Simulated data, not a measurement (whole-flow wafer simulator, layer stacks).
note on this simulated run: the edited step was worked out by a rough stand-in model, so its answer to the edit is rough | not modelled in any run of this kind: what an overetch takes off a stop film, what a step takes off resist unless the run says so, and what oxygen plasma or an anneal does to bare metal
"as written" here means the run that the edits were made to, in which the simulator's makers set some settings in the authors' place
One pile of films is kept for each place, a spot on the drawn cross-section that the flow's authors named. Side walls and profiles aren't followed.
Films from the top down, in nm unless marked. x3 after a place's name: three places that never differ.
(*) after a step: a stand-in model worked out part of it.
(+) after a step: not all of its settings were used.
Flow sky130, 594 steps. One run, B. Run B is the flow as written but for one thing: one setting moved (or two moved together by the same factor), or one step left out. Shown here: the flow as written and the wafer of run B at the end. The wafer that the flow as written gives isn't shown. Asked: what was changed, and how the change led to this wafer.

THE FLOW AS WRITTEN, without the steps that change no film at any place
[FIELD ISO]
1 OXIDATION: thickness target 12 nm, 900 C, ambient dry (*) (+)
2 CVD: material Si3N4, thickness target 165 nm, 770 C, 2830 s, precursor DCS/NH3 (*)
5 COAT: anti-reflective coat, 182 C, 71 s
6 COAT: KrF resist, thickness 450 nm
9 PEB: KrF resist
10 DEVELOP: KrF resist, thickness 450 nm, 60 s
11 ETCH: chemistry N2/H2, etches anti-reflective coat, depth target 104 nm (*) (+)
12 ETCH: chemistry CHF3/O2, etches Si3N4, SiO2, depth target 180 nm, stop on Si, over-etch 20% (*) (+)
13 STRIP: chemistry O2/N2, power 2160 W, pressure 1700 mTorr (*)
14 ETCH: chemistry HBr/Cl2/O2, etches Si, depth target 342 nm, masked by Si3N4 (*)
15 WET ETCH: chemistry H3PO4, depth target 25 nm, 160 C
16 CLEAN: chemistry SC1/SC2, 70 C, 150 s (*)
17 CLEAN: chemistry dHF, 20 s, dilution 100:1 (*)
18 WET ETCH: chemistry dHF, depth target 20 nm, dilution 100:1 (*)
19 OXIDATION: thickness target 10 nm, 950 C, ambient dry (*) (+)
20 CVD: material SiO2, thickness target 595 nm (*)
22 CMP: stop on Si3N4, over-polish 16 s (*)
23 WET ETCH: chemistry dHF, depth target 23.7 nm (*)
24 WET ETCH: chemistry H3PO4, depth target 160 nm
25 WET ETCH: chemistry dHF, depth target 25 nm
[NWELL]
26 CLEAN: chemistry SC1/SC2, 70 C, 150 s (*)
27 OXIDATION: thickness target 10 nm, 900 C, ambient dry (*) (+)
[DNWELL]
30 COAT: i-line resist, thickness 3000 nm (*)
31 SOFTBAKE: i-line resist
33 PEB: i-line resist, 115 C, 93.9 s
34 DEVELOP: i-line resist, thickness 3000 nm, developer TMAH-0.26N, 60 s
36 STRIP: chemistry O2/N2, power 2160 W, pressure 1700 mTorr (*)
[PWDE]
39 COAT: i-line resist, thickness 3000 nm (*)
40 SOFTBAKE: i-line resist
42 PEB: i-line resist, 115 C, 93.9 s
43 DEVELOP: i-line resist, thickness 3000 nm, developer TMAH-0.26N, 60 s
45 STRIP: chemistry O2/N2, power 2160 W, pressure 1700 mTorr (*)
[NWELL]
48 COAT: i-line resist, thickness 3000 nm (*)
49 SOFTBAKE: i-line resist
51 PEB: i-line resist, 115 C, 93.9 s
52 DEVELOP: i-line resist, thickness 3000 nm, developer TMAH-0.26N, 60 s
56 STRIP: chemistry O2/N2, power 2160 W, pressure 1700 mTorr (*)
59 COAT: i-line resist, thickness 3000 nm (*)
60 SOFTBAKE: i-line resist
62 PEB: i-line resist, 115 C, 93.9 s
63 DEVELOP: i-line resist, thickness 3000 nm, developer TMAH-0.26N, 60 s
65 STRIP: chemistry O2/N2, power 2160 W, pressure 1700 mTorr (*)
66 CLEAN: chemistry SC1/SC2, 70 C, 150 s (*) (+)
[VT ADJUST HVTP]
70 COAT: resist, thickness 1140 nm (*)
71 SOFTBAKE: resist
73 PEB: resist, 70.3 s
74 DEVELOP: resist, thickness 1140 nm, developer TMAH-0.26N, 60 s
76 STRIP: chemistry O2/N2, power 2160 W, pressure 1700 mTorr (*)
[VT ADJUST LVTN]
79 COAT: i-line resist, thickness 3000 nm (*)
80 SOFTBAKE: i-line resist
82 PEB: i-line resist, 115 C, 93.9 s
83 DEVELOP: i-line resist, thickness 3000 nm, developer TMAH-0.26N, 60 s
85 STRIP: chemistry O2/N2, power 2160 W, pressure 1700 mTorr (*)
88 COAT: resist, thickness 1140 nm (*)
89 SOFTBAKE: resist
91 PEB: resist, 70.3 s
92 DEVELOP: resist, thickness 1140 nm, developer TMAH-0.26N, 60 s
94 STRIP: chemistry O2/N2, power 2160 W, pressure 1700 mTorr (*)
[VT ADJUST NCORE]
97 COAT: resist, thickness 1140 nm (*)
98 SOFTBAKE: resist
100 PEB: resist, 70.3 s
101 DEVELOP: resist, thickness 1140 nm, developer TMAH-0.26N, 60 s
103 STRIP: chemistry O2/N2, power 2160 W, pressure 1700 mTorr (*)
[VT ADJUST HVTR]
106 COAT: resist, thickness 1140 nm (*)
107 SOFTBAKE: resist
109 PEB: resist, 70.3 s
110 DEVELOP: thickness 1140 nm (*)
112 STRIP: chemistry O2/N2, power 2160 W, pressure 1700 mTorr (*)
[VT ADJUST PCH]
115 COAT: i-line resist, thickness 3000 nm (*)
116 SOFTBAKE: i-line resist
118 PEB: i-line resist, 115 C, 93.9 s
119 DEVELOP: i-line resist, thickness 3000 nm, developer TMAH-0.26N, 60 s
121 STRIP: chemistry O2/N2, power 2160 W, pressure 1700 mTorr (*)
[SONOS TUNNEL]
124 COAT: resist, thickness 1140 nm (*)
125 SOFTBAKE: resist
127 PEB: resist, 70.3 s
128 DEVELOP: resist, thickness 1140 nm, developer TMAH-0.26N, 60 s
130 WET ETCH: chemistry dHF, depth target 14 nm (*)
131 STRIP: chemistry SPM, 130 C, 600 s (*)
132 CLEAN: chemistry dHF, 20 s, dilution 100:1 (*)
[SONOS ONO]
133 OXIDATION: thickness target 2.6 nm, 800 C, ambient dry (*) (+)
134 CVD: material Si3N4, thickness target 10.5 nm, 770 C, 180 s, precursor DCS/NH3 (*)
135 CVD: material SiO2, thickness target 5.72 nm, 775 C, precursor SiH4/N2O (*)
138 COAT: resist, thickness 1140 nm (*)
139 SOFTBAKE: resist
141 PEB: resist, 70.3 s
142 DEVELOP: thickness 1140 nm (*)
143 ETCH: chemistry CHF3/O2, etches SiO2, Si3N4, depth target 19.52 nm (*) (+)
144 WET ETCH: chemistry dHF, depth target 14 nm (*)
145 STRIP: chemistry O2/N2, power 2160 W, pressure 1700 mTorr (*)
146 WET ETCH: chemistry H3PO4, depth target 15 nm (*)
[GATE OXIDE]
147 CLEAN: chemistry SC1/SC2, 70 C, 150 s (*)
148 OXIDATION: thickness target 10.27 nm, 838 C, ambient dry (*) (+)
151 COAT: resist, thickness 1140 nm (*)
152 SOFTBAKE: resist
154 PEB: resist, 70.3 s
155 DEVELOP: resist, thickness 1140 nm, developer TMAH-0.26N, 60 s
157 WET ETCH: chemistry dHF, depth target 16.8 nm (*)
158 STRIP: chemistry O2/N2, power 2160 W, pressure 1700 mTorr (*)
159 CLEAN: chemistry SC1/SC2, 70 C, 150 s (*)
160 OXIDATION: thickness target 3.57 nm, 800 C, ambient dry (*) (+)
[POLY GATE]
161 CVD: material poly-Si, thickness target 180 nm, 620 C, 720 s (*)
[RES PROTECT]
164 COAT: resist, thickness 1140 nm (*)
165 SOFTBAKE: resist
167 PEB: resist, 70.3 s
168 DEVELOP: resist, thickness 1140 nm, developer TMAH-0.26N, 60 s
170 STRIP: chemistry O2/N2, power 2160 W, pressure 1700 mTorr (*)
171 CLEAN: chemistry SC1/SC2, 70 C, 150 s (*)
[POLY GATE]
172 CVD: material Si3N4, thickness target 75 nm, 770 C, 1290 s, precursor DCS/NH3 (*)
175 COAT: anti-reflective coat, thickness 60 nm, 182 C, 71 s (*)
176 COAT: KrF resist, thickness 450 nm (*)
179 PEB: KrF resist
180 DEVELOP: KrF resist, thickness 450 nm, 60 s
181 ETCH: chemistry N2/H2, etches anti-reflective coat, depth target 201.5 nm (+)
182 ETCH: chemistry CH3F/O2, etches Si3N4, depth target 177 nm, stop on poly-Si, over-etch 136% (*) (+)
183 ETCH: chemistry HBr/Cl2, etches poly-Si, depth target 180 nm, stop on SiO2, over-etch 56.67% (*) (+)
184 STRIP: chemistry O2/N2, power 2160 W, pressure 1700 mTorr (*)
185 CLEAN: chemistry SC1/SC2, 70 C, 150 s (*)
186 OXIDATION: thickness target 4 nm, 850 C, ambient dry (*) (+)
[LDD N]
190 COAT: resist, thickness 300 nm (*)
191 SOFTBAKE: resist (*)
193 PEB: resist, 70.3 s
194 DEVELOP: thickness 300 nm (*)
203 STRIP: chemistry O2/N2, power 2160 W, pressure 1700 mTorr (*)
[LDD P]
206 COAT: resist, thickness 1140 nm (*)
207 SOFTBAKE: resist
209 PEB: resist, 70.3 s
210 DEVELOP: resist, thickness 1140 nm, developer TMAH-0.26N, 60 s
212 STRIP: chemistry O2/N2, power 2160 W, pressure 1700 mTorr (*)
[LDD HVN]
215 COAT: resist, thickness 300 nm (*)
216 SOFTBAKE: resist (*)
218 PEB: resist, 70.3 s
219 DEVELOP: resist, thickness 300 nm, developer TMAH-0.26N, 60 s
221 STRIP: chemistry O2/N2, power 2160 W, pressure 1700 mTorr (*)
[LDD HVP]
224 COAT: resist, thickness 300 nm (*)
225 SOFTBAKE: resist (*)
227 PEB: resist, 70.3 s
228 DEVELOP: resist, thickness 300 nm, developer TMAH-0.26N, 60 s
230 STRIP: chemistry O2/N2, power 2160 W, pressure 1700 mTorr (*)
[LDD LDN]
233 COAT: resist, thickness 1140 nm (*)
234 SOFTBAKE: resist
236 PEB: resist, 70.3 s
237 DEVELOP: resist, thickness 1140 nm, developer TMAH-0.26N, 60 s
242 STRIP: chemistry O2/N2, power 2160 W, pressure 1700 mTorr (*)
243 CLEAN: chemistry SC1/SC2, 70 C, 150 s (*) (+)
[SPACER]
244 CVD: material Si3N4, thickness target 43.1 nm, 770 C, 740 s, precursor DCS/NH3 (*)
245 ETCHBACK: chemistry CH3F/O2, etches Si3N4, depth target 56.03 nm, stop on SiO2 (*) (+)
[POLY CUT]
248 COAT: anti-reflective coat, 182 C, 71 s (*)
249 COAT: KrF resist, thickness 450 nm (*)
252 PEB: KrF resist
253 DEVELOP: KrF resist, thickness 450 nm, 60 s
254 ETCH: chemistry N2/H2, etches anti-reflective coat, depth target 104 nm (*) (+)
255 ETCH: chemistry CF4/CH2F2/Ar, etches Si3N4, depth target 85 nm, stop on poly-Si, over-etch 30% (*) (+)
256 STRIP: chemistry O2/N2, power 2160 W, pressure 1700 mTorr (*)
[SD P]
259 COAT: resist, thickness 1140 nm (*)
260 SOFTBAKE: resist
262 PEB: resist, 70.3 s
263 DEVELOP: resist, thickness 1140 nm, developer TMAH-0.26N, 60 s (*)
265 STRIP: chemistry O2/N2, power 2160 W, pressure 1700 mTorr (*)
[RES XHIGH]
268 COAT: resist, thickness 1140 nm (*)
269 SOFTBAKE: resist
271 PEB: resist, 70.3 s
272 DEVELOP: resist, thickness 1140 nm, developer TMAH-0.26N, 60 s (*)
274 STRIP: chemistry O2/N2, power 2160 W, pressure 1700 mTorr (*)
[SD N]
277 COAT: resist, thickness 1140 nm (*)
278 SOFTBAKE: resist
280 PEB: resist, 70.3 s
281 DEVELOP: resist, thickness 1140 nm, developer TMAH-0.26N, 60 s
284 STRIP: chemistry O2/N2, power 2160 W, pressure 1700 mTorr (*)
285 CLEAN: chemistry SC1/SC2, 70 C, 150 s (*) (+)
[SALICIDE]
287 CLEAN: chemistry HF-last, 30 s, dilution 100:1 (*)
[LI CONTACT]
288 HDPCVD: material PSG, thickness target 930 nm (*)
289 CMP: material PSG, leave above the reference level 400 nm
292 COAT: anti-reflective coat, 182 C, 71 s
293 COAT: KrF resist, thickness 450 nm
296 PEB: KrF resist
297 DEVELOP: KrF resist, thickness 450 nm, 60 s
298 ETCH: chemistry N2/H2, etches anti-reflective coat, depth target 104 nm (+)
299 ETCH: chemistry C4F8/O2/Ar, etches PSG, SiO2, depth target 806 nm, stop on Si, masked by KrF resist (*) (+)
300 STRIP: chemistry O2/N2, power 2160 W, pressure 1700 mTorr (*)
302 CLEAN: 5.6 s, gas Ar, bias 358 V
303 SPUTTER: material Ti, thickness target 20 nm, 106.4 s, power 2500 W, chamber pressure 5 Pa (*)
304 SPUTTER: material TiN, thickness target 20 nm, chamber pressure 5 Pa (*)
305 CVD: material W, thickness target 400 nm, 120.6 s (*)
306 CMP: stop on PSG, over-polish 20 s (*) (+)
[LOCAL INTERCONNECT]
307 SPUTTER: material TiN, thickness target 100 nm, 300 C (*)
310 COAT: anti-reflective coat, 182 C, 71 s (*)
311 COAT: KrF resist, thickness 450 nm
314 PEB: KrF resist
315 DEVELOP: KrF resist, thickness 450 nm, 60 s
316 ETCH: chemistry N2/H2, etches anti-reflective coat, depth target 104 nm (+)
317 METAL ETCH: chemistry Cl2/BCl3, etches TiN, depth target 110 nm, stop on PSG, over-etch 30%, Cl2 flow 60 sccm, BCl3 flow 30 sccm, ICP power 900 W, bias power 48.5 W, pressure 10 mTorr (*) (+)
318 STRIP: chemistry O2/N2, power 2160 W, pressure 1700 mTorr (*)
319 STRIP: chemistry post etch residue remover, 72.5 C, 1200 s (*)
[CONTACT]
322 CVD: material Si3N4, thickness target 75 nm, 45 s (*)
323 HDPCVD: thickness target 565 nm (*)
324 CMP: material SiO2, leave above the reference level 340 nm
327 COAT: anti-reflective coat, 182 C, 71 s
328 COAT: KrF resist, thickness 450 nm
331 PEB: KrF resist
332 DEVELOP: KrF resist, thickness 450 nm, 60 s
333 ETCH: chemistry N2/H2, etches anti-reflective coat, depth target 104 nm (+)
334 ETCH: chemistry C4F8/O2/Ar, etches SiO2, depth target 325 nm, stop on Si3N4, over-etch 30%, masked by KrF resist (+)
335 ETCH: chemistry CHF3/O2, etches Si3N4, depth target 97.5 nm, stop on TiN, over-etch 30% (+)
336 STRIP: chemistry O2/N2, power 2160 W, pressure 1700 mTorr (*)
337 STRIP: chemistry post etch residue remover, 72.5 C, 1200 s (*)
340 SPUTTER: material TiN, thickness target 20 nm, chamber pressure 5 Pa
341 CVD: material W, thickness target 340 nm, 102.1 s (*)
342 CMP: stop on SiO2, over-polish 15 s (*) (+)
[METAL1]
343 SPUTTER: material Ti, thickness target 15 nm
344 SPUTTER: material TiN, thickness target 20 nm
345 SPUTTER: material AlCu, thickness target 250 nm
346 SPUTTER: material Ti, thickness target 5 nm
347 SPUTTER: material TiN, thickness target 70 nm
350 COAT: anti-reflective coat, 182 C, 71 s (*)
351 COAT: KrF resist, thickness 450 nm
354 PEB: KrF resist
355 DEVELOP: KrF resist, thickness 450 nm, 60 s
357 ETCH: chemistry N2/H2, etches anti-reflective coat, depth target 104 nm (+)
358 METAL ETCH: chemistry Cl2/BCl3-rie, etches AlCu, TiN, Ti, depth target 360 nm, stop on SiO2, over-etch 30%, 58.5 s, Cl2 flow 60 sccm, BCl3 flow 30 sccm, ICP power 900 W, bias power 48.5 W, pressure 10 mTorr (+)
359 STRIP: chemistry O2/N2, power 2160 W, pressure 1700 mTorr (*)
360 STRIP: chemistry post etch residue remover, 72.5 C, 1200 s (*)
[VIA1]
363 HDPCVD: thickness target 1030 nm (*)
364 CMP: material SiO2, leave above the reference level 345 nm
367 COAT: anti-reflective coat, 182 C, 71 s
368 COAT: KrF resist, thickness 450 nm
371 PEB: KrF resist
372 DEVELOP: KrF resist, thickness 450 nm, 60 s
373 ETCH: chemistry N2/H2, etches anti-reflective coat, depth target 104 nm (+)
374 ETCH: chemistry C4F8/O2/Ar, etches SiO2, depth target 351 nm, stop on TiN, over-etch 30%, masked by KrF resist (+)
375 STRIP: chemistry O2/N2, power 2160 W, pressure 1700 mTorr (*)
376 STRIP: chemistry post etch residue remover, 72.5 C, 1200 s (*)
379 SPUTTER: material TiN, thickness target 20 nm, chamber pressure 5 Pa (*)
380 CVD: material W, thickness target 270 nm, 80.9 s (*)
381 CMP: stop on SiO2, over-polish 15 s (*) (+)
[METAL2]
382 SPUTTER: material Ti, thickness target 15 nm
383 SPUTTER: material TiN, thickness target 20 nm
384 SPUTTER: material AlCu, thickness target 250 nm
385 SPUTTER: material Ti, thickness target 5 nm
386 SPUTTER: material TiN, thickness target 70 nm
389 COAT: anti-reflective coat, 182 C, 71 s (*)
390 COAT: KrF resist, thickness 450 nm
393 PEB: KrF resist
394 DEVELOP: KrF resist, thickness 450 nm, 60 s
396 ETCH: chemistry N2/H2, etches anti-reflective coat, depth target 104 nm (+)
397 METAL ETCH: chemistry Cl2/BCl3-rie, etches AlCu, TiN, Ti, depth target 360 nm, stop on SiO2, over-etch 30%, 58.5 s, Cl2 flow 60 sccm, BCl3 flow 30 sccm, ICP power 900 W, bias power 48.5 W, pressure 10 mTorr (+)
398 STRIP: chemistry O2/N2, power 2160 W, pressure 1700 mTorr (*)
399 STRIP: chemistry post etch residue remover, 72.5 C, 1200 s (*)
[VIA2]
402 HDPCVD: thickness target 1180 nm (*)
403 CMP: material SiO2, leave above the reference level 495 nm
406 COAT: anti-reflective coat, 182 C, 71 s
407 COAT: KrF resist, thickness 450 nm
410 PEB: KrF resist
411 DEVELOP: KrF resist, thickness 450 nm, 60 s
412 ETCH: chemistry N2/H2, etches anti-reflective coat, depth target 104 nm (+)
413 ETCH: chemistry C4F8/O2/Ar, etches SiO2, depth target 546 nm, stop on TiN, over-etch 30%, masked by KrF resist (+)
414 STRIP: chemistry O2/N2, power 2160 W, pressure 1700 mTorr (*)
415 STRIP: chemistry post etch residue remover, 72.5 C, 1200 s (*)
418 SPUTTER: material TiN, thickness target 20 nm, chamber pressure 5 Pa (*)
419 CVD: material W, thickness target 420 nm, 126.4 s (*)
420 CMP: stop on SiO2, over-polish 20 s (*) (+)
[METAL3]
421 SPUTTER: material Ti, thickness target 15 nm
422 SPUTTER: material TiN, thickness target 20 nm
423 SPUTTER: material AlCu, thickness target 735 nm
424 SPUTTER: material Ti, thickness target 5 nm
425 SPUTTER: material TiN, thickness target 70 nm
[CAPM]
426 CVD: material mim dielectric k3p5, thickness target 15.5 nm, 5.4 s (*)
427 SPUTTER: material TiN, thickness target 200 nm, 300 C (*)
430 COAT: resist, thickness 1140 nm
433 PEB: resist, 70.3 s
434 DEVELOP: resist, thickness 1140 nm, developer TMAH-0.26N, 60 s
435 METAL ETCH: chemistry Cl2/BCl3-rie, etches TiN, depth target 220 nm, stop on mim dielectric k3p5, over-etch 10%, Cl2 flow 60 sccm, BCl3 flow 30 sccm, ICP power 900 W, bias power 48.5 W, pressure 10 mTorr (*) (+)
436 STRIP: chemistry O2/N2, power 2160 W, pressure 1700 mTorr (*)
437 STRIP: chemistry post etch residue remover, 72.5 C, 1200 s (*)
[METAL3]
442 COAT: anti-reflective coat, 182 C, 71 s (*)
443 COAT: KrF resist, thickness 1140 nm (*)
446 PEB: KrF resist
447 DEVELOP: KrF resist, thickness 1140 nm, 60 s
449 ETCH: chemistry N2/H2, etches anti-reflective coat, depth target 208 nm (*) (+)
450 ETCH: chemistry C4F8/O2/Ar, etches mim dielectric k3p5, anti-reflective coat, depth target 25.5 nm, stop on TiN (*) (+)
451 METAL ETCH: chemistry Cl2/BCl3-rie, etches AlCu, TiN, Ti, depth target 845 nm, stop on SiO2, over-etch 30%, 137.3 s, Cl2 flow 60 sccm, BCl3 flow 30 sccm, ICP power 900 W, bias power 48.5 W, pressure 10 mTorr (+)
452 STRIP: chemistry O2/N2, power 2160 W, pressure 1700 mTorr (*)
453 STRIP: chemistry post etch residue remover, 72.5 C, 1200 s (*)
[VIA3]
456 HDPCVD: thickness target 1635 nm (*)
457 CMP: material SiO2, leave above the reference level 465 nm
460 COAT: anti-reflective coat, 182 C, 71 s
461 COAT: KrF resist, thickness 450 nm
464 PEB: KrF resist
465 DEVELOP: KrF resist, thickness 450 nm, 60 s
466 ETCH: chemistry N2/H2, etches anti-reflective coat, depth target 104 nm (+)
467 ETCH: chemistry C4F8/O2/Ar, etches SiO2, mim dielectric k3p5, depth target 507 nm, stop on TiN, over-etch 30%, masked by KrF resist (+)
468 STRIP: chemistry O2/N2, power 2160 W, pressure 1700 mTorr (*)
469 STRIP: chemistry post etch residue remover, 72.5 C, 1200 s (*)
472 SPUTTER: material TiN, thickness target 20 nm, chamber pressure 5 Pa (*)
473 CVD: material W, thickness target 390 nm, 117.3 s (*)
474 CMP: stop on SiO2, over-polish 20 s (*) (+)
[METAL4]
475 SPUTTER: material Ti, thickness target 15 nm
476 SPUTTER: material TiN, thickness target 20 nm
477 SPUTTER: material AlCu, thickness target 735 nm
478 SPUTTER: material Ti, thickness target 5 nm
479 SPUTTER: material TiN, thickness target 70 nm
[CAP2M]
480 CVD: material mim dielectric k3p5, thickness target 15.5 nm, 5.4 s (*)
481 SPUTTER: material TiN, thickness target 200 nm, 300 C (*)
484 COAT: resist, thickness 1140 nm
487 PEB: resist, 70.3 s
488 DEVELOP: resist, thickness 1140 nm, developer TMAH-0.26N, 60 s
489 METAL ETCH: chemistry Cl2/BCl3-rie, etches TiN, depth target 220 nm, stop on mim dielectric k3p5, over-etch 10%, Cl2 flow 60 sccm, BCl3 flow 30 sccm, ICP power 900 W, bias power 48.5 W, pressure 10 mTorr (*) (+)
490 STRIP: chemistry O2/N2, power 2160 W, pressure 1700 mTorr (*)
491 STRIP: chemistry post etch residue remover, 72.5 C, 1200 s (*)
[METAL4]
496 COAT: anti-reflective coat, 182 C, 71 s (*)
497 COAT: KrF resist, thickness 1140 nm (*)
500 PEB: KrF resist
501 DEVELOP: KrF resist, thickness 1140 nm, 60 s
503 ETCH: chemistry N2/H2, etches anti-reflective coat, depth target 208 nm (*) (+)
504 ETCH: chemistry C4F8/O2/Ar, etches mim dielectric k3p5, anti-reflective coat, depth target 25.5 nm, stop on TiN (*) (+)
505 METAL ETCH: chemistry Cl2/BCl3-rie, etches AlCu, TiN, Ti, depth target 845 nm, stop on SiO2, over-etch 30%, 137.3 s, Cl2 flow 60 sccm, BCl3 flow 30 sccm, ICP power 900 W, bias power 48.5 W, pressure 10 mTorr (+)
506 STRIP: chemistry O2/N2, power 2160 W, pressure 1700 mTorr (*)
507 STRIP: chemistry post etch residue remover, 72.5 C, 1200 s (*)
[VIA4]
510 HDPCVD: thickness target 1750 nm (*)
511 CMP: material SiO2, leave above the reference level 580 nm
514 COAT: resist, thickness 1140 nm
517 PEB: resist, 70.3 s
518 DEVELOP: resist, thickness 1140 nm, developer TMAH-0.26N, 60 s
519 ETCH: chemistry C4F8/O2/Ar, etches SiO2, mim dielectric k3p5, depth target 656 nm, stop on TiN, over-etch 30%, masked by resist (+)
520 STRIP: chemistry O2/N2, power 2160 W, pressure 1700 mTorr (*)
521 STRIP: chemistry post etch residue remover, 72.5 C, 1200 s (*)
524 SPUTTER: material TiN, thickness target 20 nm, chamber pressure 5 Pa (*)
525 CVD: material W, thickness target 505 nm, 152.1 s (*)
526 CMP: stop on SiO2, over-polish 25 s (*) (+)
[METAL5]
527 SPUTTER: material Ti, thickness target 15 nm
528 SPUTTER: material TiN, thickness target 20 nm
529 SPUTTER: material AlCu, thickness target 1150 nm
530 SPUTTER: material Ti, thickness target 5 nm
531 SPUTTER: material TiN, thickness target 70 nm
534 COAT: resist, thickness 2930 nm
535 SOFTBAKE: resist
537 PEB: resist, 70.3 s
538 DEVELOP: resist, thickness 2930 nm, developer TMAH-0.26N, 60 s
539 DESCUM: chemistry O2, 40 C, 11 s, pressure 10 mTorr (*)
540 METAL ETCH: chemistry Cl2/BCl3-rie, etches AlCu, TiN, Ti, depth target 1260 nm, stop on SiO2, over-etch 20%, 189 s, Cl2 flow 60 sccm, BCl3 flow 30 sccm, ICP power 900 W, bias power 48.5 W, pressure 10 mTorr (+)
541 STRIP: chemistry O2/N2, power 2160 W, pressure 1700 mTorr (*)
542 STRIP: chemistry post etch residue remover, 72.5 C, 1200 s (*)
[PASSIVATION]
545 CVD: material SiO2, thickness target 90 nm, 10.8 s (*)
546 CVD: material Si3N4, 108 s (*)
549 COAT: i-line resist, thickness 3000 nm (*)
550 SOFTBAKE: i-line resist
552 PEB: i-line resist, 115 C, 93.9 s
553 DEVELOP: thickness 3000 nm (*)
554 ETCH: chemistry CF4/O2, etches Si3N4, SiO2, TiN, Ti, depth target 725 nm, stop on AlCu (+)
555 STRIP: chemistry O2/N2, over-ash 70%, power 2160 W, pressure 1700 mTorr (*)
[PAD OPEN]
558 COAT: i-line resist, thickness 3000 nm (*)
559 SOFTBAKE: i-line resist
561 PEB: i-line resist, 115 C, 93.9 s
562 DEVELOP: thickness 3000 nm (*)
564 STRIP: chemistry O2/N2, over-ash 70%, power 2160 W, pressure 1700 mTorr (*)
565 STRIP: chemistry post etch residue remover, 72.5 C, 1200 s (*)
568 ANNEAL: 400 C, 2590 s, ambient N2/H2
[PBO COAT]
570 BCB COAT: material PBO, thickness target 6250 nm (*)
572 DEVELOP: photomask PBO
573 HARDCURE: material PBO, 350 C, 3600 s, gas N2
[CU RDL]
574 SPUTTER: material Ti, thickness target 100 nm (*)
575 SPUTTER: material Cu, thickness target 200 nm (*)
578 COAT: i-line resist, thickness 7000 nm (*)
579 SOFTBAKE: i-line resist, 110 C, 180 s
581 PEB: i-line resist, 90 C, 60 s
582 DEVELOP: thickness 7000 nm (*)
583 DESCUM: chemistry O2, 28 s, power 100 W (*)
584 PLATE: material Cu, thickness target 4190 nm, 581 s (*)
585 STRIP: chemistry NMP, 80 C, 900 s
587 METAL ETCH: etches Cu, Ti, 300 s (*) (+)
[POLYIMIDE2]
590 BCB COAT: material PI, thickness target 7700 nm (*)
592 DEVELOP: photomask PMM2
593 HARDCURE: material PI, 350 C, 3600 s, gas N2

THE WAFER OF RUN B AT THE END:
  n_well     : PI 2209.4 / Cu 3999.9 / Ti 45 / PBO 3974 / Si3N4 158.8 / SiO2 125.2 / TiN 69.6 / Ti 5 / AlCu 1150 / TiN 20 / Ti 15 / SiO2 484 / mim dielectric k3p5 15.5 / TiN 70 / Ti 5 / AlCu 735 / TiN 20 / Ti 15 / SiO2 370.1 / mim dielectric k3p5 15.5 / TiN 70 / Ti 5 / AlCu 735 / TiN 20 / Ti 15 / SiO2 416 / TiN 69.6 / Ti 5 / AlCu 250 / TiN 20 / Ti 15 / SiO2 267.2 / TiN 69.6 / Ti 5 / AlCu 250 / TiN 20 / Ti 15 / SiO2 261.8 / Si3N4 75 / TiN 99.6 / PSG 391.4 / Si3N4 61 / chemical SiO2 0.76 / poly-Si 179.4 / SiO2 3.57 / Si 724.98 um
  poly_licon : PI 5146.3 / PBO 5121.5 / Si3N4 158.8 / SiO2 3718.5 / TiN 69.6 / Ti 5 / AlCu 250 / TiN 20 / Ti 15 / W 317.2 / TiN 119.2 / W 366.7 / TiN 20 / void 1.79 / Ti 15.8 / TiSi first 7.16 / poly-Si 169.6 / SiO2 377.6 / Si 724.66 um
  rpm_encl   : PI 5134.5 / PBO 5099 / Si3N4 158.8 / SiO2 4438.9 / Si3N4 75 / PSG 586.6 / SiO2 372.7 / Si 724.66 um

The cause: step 574, SPUTTER: thickness target 45 nm was run, where the flow has thickness target 100 nm.
It can be read off the wafer: n_well has Ti 45, and step 574 as written asks for 100 nm.

How the change led to this, step by step:
  574 SPUTTER: material Ti, thickness target 100 nm (*)
      field, active, n_well and 190 more: Ti +45 (new film) (as written it would be: Ti +100 (new film))
  587 METAL ETCH: etches Cu, Ti, 300 s (*) (+)
      field, active, gate and 167 more: Cu -200 (all of it), Ti -45 (all of it) (as written it would be: Cu -200 (all of it), Ti -100 (all of it))
  590 BCB COAT: material PI, thickness target 7700 nm (*)
      de16_gate_nw: PI +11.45 um (new film) (as written it would be: PI +11.5 um (new film))
